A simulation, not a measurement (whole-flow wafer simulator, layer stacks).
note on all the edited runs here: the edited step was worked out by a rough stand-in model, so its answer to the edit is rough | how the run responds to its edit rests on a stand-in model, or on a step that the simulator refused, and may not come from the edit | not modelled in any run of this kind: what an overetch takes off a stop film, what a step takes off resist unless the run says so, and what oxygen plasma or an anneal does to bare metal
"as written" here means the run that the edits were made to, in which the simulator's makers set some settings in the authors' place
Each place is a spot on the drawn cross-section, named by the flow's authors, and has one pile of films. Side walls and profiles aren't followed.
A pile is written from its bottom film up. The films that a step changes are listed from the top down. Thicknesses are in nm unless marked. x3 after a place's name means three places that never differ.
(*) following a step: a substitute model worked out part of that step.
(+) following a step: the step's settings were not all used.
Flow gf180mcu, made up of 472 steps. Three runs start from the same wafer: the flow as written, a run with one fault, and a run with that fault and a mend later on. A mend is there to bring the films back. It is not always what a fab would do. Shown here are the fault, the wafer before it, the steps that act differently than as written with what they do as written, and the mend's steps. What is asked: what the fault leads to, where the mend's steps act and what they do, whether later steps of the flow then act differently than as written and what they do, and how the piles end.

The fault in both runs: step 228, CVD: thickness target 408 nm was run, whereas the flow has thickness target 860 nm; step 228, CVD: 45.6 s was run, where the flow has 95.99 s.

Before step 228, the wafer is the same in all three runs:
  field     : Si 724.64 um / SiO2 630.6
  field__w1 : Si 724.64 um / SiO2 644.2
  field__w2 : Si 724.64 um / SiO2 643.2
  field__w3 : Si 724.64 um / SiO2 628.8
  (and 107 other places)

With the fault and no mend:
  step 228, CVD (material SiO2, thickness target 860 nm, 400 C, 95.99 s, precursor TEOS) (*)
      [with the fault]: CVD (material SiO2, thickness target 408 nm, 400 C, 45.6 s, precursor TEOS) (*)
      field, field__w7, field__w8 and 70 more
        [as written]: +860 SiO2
        [with the fault]: +418 SiO2
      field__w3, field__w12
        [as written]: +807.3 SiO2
        [with the fault]: +396.1 SiO2
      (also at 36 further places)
  Later steps of the flow acting differently than as written:
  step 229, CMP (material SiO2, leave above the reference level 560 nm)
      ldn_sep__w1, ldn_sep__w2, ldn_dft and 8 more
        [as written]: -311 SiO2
        [with the fault]: nothing
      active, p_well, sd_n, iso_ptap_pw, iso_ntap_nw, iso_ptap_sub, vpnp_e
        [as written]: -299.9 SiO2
        [with the fault]: nothing
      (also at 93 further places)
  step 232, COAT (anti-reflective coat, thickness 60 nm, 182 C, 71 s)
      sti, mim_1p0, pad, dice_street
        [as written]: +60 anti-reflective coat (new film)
        [with the fault]: +62.9 anti-reflective coat (new film)
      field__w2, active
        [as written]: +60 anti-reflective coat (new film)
        [with the fault]: +135.2 anti-reflective coat (new film)
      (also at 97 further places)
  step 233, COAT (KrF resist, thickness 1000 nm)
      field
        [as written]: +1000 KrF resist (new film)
        [with the fault]: +1023 KrF resist (new film)
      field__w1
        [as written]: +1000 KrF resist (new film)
        [with the fault]: +1028.1 KrF resist (new film)
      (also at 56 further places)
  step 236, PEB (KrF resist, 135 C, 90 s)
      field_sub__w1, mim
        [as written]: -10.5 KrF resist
        [with the fault]: -11.5 KrF resist
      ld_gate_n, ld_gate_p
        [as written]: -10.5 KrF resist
        [with the fault]: -9.63 KrF resist
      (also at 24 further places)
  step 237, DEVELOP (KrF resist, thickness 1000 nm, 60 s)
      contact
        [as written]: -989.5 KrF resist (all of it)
        [with the fault]: -1028.4 KrF resist (all of it)
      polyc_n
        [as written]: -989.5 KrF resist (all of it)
        [with the fault]: -928 KrF resist (all of it)
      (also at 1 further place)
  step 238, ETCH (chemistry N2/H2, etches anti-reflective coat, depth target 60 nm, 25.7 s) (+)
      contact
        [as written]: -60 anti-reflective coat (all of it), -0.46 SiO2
        [with the fault]: -58 anti-reflective coat (all of it), -0.51 SiO2
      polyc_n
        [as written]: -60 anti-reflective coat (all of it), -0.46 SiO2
        [with the fault]: -18.5 anti-reflective coat (all of it), -1.52 SiO2
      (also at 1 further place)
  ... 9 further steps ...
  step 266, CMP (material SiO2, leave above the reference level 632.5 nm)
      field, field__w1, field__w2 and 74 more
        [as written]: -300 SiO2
        [with the fault]: -287.7 SiO2
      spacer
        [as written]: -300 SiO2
        [with the fault]: -287.9 SiO2
  At field, field__w1, field__w2 and 81 more, the piles at the end differ from the flow's by more than 2% or 0.5 nm, whichever is larger.
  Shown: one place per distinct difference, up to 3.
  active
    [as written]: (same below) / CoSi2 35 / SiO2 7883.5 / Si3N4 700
    [with the fault]: (same below) / CoSi2 35 / SiO2 714.5 / Ti 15 / TiN 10 / W 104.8 / SiO2 7042.5 / Si3N4 700
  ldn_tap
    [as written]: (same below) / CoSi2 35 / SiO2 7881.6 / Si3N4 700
    [with the fault]: (same below) / CoSi2 35 / SiO2 714.5 / Ti 15 / TiN 10 / W 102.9 / SiO2 7042.5 / Si3N4 700
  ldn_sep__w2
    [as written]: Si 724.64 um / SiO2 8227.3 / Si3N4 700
    [with the fault]: Si 724.64 um / SiO2 1069.3 / Ti 15 / TiN 10 / W 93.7 / SiO2 7042.5 / Si3N4 700

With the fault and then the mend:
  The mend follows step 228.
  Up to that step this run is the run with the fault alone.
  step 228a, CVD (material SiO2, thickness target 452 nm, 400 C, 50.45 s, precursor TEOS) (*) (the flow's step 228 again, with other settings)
      field, field__w7, field__w8 and 72 more
        +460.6 SiO2
      field_sub__w1, field_sub__w4, field_sub__w5
        +448.5 SiO2
      field__w1, contact
        +451.9 SiO2
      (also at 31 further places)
  Later steps of the flow acting differently than as written:
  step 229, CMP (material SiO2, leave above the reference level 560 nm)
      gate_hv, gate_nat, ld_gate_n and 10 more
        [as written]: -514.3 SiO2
        [with the mend]: -532.9 SiO2
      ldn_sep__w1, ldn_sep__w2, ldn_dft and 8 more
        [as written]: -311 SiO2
        [with the mend]: -329.6 SiO2
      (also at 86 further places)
  By the end, the piles equal the flow's at every place that both follow.
